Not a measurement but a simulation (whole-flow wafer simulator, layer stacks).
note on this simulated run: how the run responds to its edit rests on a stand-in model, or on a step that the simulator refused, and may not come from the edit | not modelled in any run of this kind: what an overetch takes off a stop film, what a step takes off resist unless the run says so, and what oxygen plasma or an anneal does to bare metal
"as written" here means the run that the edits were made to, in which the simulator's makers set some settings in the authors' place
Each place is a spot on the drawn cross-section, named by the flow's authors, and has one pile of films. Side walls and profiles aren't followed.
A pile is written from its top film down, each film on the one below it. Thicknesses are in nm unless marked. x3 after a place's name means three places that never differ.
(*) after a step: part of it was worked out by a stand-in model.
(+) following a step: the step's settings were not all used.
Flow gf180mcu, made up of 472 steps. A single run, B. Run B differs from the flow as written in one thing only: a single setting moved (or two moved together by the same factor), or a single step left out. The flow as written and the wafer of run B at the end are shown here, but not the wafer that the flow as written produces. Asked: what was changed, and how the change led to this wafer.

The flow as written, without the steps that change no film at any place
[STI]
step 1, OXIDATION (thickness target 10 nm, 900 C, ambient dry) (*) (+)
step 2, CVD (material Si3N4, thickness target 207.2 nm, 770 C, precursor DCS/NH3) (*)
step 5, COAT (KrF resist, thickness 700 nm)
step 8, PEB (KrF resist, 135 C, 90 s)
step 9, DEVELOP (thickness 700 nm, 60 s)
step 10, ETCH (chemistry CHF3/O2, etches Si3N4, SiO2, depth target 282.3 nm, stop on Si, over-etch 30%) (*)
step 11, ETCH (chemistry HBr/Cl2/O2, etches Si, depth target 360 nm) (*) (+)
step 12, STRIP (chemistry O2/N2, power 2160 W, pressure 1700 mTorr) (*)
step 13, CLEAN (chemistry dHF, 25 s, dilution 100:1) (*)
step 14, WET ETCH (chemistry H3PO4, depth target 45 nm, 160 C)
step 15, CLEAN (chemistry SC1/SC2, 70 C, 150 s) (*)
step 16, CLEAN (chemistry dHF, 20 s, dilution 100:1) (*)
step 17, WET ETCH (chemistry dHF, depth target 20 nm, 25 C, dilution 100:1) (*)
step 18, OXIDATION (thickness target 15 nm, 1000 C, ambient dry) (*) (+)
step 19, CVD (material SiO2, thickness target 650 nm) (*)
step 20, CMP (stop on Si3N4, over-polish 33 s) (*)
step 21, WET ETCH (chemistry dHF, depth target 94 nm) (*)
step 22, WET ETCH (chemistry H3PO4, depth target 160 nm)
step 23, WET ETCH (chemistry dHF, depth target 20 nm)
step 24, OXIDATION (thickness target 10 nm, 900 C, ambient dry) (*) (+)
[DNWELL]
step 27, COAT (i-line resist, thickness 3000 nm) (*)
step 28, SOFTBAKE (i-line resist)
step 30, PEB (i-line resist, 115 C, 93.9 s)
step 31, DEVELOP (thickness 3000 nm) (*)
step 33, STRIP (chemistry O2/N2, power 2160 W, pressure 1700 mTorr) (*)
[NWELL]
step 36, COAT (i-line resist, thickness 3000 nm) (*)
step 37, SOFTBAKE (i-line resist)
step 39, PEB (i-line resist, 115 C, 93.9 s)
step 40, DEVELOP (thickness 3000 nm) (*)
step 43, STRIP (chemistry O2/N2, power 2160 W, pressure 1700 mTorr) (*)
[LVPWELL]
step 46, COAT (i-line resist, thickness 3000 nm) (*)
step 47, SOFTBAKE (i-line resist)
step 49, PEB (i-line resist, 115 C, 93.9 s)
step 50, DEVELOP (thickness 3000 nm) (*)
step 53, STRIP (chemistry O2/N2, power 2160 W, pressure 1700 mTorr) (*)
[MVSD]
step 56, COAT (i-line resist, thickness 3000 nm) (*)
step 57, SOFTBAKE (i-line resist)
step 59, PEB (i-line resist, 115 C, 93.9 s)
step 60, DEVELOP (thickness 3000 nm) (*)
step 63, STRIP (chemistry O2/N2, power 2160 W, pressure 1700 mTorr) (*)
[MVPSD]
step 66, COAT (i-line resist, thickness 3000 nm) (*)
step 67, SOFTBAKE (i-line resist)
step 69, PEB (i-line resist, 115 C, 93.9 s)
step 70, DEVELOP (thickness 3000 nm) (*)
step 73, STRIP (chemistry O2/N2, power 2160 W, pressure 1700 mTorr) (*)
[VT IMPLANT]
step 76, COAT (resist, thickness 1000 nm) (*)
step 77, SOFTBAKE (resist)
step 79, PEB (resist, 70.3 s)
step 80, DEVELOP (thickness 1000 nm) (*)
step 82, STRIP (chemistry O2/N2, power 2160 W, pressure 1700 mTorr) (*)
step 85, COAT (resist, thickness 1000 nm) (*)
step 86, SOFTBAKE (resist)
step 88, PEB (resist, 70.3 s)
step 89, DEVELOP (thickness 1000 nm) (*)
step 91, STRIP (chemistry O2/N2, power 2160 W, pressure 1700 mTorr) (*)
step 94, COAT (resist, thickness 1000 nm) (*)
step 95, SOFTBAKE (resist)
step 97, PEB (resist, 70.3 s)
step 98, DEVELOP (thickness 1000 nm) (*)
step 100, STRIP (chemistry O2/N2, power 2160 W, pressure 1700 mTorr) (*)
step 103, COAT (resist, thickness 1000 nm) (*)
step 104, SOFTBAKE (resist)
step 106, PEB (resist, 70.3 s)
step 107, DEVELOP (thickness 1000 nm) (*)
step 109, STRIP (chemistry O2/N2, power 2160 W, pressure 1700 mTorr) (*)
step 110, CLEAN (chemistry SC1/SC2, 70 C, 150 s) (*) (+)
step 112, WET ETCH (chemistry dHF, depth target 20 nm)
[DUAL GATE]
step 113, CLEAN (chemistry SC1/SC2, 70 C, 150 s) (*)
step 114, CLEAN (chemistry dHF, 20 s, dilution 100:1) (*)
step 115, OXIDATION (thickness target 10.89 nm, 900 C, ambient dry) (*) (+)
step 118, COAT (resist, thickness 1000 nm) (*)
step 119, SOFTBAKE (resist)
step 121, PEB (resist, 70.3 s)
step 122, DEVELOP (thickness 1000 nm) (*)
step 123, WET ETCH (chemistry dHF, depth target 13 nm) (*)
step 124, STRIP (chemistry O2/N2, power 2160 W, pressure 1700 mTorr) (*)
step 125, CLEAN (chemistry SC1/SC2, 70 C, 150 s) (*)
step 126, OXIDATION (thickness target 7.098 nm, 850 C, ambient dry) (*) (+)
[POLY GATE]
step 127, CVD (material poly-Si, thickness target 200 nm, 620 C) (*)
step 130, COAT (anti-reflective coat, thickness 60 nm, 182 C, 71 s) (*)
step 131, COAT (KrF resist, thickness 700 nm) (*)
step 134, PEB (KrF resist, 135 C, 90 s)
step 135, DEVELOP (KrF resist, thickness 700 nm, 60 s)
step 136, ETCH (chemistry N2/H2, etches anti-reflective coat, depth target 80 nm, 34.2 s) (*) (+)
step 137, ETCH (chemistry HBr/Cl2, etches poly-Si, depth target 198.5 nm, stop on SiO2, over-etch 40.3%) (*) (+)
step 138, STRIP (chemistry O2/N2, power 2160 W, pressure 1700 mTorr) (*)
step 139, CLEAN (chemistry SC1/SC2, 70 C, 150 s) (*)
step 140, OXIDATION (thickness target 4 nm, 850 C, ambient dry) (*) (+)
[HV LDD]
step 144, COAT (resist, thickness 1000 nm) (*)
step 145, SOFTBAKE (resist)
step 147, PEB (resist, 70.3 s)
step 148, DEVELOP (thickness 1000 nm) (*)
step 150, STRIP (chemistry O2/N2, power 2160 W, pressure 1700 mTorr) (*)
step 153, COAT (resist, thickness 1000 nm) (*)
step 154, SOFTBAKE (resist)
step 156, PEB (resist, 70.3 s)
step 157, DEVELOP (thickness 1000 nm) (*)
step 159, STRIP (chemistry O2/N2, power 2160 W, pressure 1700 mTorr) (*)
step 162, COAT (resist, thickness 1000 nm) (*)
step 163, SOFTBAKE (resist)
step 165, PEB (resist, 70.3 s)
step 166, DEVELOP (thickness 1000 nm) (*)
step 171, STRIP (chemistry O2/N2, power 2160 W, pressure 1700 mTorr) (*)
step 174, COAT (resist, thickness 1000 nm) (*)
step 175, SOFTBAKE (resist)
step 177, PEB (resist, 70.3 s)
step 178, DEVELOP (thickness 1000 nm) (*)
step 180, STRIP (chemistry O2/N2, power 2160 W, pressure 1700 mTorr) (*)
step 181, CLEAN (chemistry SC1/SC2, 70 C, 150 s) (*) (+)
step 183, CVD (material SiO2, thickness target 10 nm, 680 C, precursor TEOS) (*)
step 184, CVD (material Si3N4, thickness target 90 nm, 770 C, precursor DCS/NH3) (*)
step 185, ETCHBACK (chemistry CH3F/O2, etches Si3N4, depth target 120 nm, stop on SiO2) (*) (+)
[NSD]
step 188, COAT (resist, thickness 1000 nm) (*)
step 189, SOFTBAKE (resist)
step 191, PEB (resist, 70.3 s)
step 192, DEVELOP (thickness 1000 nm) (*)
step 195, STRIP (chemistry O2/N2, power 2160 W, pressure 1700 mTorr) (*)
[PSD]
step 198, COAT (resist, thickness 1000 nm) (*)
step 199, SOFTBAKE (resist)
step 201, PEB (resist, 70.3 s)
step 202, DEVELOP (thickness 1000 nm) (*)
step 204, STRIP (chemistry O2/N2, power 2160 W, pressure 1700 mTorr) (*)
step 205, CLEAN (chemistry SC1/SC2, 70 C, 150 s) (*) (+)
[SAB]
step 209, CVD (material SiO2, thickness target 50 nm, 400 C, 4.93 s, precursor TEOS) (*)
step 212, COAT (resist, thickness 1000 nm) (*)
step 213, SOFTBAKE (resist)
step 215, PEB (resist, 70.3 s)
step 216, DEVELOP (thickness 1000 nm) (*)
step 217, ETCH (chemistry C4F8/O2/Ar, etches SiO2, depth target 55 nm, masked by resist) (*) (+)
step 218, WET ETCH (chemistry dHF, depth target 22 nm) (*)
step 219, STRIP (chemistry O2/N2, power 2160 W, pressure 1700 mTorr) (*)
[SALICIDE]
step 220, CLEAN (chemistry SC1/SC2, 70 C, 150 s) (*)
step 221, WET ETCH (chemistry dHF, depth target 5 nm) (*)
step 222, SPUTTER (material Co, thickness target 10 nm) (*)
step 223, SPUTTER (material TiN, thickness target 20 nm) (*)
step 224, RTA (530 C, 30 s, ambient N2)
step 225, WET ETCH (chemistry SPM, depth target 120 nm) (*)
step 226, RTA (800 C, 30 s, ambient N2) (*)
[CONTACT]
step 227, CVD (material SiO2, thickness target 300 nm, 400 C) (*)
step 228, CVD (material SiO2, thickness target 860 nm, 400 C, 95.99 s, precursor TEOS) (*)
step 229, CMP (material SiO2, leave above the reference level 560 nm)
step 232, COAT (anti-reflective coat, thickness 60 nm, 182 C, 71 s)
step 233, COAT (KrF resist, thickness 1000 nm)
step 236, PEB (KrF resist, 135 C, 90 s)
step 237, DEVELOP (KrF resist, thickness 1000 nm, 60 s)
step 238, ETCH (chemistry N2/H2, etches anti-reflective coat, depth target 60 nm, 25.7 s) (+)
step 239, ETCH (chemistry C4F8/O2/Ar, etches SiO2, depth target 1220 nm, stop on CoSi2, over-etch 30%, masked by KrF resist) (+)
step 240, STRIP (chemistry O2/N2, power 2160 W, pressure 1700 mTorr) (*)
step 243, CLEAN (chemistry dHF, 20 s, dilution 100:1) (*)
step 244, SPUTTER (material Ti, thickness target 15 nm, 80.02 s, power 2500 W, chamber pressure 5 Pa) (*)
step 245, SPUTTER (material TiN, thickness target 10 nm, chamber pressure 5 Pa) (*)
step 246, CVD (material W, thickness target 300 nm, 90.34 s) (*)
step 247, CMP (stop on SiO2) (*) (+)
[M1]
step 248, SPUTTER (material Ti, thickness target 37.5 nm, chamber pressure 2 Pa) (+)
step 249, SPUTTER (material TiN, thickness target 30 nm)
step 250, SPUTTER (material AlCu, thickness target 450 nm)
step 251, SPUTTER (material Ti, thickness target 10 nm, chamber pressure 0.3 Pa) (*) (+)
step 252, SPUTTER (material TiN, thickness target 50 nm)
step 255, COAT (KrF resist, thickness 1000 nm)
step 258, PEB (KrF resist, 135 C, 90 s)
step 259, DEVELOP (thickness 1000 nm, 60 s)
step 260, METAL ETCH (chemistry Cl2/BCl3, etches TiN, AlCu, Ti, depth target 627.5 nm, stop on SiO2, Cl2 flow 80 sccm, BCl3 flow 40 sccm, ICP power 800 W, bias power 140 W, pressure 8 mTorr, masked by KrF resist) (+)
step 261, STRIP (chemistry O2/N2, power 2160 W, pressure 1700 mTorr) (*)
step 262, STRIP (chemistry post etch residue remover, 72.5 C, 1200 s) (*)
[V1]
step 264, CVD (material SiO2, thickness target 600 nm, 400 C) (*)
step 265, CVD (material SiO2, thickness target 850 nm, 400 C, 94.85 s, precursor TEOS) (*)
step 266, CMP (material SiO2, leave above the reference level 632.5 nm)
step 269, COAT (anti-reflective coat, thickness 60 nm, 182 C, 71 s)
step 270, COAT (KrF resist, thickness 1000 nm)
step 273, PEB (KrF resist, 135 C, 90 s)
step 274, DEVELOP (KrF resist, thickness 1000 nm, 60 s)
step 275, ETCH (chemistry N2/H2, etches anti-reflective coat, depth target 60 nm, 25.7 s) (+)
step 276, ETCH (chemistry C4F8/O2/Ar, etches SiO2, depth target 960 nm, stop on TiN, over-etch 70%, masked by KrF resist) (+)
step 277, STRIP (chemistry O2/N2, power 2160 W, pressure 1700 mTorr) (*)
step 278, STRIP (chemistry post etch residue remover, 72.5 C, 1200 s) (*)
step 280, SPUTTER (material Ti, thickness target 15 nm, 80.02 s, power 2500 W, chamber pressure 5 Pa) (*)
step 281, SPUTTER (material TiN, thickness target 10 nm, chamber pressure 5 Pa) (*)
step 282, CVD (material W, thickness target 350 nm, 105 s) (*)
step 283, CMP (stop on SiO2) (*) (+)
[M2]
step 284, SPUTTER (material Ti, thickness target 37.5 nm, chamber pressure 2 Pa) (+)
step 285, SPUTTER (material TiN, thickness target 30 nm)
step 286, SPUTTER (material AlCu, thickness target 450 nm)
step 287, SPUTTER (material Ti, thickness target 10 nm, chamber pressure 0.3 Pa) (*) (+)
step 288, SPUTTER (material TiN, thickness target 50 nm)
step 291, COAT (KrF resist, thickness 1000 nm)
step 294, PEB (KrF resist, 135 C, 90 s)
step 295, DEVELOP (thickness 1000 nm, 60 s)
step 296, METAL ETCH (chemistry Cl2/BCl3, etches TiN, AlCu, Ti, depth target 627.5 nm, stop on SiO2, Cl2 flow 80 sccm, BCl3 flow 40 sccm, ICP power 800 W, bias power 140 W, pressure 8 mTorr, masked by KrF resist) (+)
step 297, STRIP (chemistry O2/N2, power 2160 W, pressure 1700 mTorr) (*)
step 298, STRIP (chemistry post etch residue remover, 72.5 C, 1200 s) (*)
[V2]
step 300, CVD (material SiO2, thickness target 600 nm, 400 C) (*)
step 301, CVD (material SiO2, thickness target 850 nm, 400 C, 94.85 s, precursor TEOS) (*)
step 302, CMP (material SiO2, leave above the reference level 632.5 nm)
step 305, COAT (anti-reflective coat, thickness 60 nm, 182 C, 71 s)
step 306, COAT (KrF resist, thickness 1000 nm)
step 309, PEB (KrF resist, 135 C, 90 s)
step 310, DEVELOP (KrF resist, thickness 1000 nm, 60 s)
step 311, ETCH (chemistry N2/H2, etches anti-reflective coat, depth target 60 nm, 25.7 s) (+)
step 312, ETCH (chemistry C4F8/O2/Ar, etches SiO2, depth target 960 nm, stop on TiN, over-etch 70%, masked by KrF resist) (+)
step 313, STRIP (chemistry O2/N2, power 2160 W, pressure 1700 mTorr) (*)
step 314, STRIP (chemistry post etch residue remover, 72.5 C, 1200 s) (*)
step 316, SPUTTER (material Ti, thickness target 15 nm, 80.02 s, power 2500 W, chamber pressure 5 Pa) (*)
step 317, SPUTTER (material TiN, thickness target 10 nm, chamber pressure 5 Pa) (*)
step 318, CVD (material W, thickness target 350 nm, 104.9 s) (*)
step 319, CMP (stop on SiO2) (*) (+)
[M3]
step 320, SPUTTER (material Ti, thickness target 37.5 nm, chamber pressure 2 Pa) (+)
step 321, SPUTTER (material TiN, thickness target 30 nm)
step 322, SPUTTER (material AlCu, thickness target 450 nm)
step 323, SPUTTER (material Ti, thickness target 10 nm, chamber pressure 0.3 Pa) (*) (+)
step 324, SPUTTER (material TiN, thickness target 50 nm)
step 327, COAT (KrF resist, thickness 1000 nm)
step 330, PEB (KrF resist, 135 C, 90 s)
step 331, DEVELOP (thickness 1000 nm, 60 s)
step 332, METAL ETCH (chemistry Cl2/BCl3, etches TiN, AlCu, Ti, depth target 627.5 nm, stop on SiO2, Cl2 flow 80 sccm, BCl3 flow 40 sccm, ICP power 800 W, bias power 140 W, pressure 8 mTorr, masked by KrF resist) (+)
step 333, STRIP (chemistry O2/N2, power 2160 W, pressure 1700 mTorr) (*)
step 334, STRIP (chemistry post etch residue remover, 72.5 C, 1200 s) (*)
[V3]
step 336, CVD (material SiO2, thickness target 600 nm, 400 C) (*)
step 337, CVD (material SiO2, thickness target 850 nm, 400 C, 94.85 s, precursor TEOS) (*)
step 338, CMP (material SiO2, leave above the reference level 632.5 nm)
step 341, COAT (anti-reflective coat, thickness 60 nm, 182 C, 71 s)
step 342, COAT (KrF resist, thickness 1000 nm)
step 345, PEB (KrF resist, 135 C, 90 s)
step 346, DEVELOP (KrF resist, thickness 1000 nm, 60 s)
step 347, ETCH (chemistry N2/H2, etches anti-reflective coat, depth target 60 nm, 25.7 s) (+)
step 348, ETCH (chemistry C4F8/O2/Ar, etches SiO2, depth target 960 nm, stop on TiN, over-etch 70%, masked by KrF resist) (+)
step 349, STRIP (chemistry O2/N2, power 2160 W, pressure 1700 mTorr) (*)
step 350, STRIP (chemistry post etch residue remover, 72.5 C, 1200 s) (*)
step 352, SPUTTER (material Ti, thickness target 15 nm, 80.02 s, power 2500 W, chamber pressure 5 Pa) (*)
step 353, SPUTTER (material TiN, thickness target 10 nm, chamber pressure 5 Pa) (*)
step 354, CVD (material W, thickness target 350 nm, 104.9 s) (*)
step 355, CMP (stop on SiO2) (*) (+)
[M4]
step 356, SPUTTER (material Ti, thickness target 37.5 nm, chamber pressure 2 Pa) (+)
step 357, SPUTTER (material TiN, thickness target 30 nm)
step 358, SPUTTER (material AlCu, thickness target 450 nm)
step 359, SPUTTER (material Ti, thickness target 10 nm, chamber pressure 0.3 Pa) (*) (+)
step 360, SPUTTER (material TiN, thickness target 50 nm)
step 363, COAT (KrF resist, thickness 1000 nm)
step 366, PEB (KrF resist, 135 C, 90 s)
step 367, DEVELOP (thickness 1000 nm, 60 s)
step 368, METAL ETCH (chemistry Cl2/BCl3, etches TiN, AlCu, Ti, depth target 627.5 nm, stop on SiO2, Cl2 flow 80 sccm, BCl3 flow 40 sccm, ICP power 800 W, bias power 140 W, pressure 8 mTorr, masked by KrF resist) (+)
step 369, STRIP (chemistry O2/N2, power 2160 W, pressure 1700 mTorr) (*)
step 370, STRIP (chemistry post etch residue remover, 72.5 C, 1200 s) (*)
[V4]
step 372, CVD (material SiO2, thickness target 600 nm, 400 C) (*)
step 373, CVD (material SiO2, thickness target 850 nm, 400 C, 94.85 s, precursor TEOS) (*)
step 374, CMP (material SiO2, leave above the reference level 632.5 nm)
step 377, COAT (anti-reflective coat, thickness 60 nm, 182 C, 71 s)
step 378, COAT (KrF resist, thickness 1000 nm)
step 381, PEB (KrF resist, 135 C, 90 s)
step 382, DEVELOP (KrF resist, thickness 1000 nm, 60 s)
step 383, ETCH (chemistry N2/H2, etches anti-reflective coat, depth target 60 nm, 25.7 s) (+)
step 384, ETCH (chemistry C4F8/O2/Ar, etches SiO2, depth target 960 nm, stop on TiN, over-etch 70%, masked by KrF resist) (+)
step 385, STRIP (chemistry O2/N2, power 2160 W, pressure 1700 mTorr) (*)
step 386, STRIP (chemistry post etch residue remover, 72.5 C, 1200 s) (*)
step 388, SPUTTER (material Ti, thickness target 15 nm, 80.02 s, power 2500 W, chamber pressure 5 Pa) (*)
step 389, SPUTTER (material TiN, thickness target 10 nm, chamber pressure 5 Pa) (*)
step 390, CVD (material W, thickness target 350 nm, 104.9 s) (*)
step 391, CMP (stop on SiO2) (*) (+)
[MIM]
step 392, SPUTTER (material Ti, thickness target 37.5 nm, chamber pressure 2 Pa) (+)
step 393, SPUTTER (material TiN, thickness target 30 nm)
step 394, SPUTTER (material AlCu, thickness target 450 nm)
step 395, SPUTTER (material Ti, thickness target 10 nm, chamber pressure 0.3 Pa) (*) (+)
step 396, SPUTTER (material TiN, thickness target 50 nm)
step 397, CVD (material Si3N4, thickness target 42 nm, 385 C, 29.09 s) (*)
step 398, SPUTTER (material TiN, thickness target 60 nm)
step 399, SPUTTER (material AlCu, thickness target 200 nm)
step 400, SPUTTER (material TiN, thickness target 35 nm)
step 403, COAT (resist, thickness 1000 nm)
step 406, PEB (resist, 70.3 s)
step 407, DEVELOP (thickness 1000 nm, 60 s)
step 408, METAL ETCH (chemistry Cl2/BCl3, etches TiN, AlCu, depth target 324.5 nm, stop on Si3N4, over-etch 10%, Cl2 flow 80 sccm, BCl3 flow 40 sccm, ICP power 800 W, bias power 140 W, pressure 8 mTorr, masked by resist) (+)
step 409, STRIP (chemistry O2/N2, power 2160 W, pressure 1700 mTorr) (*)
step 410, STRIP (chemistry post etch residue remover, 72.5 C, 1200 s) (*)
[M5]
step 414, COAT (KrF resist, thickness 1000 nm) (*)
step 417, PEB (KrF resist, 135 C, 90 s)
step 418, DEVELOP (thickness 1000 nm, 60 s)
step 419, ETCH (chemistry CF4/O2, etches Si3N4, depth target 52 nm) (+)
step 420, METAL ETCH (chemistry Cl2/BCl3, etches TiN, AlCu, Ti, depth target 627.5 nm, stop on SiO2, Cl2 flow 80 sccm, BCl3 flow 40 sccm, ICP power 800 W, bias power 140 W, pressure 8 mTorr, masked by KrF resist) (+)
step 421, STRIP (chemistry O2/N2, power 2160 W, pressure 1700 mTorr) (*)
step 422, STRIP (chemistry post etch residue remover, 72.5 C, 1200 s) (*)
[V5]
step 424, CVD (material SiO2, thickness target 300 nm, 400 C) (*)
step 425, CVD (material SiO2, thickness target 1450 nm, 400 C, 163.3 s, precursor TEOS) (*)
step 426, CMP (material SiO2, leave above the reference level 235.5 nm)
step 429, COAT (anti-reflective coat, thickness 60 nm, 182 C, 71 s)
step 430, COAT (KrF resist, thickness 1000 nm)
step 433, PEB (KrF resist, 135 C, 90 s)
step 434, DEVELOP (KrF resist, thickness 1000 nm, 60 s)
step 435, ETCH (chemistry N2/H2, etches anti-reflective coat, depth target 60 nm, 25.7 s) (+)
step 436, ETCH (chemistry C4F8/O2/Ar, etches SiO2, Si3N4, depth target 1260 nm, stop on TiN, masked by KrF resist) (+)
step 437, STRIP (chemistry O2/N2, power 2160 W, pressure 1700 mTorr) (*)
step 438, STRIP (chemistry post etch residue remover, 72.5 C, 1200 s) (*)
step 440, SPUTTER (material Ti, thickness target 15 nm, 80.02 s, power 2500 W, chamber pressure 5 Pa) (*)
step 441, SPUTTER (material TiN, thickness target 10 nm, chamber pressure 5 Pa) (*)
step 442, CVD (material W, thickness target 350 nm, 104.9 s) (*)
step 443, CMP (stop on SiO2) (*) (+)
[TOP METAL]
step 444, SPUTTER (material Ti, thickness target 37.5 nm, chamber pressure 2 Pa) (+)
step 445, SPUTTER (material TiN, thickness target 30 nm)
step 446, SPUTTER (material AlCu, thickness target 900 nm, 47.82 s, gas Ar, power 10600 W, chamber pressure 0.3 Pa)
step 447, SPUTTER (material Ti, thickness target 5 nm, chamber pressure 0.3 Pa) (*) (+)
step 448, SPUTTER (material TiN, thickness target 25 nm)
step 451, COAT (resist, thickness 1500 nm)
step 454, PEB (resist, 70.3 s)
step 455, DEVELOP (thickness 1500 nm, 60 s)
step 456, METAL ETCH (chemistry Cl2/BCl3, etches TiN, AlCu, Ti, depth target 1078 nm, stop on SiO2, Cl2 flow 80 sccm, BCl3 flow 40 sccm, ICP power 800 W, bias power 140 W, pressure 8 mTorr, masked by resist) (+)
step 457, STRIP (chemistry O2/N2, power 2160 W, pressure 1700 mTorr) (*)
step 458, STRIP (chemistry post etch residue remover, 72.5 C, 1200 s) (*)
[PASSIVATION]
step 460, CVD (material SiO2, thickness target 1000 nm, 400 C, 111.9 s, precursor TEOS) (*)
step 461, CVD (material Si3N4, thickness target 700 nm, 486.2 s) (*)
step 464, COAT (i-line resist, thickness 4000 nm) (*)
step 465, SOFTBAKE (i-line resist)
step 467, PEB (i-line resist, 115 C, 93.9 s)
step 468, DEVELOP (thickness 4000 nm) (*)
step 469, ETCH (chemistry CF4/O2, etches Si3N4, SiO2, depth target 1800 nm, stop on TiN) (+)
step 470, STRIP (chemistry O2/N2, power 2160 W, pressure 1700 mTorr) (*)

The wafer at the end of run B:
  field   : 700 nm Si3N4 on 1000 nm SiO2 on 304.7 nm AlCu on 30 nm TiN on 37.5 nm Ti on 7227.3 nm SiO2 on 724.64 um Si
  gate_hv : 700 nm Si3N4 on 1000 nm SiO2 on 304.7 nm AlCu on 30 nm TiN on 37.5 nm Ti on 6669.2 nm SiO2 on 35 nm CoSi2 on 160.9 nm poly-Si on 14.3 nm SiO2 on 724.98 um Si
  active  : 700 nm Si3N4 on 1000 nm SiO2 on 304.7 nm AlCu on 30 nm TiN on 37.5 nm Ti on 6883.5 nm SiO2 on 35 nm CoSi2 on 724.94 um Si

The reason: step 456, METAL ETCH: depth target 619.6 nm was run, though the flow has depth target 1078 nm.

How this came from the change, step by step:
  step 456, METAL ETCH (chemistry Cl2/BCl3, etches TiN, AlCu, Ti, depth target 1078 nm, stop on SiO2, Cl2 flow 80 sccm, BCl3 flow 40 sccm, ICP power 800 W, bias power 140 W, pressure 8 mTorr, masked by resist) (+)
      field, field__w1, field__w2 and 103 more: TiN loses 25 (all of it), Ti loses 5 (all of it), AlCu loses 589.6 (as written it would have been: TiN loses 25 (all of it), Ti loses 5 (all of it), AlCu loses 900 (all of it), TiN loses 30 (all of it), Ti loses 37.5 (all of it))
      field__w8, contact, m1, m1__w1, pad, m1_nw: resist loses 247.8 (as written it would have been: resist loses 431)
  step 457, STRIP (chemistry O2/N2, power 2160 W, pressure 1700 mTorr) (*)
      field__w8, contact, m1, m1__w1, pad, m1_nw: resist loses 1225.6 (all of it) (as written it would have been: resist loses 1042.5 (all of it))
  step 458, STRIP (chemistry post etch residue remover, 72.5 C, 1200 s) (*)
      field, field__w1, field__w2 and 103 more: AlCu loses 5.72 (as written it would have been: nothing)
  step 460, CVD (material SiO2, thickness target 1000 nm, 400 C, 111.9 s, precursor TEOS) (*)
      field, field__w1, field__w2 and 103 more: SiO2 gains 1000 (new film) (as written it would have been: SiO2 gains 1000)
  step 464, COAT (i-line resist, thickness 4000 nm) (*)
      field__w8: i-line resist gains 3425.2 (new film) (as written it would have been: i-line resist gains 3093.1 (new film))
      contact: i-line resist gains 3456 (new film) (as written it would have been: i-line resist gains 3153.6 (new film))
      (as well as at 4 more places)
  step 465, SOFTBAKE (i-line resist)
      gate: i-line resist loses 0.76 (as written it would have been: i-line resist gains 1.79)
      field__w11, field__w13: i-line resist gains 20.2 (as written it would have been: i-line resist gains 37.6)
      (as well as at 66 more places)
  step 467, PEB (i-line resist, 115 C, 93.9 s)
      field__w8, m1__w1: i-line resist loses 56 (as written it would have been: i-line resist loses 49.2)
      contact, m1: i-line resist loses 56.2 (as written it would have been: i-line resist loses 49.6)
      (as well as at 2 more places)
  step 468, DEVELOP (thickness 4000 nm) (*)
      pad: i-line resist loses 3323 (all of it) (as written it would have been: i-line resist loses 2960.4 (all of it))
  step 470, STRIP (chemistry O2/N2, power 2160 W, pressure 1700 mTorr) (*)
      field__w8, m1__w1: i-line resist loses 2132.7 (all of it) (as written it would have been: i-line resist loses 1775.9 (all of it))
      contact: i-line resist loses 2144.4 (all of it) (as written it would have been: i-line resist loses 1798.3 (all of it))
      (as well as at 2 more places)
If metal films that touch count as one body, field has 1 body; the flow as written gives 0 bodies.
If metal films that touch count as one body, gate_hv has 2 bodies (between them, from the top down: SiO2 6669.2); the flow as written gives 1 body.
If metal films that touch count as one body, active has 2 bodies (between them, from the top down: SiO2 6883.5); the flow as written gives 1 body.
